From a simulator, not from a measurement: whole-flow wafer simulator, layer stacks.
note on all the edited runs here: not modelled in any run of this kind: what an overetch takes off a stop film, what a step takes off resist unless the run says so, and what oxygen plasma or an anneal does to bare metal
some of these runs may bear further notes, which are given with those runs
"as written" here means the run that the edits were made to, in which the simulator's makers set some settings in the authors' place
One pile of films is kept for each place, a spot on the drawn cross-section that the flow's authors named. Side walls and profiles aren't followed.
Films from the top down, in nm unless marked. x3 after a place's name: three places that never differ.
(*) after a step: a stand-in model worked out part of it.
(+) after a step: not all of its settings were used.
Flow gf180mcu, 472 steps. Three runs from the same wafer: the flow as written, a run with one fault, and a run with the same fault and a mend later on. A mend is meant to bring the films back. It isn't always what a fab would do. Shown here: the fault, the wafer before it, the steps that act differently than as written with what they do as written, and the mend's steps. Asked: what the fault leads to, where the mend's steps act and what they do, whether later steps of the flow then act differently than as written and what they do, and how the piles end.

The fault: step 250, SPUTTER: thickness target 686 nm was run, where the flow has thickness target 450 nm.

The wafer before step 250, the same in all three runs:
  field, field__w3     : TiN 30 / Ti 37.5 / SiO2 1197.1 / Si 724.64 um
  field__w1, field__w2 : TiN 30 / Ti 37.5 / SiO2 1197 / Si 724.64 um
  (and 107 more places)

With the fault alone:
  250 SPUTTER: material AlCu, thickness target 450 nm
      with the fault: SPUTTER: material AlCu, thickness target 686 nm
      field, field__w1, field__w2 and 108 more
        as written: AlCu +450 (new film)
        with the fault: AlCu +686 (new film)
  Later steps of the flow that act differently than as written:
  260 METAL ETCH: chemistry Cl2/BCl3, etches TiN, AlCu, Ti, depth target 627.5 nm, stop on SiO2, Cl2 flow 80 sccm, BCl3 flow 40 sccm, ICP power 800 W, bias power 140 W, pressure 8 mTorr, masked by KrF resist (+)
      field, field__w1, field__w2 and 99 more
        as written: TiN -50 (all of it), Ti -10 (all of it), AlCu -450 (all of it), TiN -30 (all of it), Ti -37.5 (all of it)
        with the fault: TiN -50 (all of it), Ti -10 (all of it), AlCu -567.5
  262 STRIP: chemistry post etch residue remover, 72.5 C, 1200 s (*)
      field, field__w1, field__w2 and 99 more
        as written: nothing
        with the fault: AlCu -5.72
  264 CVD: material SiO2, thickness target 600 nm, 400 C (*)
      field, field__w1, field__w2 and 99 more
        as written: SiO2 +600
        with the fault: SiO2 +600 (new film)
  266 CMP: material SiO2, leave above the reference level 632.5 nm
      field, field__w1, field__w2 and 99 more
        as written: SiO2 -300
        with the fault: SiO2 -244.3
  At the end the piles differ from the flow's by more than 2% or 0.5 nm, whichever is larger, at field, field__w1, field__w2 and 109 more.
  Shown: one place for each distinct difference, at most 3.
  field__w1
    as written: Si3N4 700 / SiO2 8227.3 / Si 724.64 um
    with the fault: Si3N4 700 / SiO2 7086 / AlCu 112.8 / TiN 30 / Ti 37.5 / SiO2 1197 / Si 724.64 um
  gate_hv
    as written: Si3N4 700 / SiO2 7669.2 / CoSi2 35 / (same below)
    with the fault: Si3N4 700 / SiO2 7086 / AlCu 112.8 / TiN 30 / Ti 37.5 / SiO2 638.9 / CoSi2 35 / (same below)
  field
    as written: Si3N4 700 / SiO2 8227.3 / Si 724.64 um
    with the fault: Si3N4 700 / SiO2 7086 / AlCu 112.8 / TiN 30 / Ti 37.5 / SiO2 1197.1 / Si 724.64 um

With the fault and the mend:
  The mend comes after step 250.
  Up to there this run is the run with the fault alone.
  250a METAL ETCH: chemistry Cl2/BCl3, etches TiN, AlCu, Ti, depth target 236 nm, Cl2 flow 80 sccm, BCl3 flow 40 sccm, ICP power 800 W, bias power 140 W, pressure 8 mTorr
      field, field__w1, field__w2 and 108 more
        AlCu -236
  No later step of the flow acts differently than as written at any place that is followed.
  At the end the piles are the same as the flow's at every place that both follow.
